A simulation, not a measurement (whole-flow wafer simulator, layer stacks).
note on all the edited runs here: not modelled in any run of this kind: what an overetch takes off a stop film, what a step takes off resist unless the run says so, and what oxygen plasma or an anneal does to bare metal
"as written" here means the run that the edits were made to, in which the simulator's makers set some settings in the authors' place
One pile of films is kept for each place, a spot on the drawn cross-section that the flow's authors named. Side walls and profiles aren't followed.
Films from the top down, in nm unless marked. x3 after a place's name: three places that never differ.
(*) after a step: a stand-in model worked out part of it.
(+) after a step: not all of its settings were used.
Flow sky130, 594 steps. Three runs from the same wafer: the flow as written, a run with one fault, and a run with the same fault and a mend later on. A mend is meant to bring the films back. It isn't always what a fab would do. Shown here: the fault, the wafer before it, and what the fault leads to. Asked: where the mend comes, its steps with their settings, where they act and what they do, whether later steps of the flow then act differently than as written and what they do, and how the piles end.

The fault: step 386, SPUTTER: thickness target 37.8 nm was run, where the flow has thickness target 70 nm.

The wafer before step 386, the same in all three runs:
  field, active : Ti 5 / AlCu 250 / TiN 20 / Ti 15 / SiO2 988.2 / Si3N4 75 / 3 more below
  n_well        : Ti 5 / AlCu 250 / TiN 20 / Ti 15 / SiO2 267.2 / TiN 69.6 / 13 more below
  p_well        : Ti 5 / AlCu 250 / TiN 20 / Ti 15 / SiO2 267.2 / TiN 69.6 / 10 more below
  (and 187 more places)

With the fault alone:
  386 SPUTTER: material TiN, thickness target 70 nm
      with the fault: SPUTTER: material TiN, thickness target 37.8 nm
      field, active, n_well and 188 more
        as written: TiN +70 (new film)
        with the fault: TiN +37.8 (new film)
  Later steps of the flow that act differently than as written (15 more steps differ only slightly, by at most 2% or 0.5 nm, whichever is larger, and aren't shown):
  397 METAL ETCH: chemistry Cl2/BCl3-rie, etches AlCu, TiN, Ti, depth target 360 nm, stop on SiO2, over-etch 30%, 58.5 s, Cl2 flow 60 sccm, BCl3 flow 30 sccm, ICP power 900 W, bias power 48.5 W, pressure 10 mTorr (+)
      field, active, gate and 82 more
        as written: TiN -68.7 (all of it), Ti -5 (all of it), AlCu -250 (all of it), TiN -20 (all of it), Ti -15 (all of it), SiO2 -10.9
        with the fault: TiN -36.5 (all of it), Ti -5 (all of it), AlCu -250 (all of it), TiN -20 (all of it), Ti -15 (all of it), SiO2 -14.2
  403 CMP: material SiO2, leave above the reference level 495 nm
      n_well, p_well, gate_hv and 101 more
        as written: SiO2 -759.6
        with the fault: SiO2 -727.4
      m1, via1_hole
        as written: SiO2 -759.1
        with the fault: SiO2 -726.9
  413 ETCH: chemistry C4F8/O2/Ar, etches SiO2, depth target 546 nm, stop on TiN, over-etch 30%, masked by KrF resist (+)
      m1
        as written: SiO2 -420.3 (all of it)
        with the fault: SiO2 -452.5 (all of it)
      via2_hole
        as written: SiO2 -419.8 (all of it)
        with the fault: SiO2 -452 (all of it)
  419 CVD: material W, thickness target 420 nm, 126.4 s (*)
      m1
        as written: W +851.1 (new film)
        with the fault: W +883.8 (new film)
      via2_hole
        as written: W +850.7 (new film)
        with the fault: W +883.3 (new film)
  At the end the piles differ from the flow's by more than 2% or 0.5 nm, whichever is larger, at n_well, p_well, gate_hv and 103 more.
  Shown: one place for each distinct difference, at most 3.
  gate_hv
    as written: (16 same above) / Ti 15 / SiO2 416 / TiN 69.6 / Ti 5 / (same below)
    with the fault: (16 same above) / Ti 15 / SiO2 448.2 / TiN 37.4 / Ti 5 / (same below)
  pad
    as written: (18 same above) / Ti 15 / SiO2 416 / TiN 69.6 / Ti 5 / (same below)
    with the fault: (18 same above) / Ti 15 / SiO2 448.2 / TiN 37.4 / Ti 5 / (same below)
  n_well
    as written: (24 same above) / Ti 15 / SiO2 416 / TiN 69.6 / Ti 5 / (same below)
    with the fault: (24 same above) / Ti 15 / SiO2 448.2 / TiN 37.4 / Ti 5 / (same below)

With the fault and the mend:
  The mend comes after step 386.
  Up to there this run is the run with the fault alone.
  386a SPUTTER: material TiN, thickness target 32.2 nm (the flow's step 386 once more, with other settings)
      field, active, n_well and 188 more
        TiN +32.2
  No later step of the flow acts differently than as written at any place that is followed.
  At the end the piles are the same as the flow's at every place that both follow.
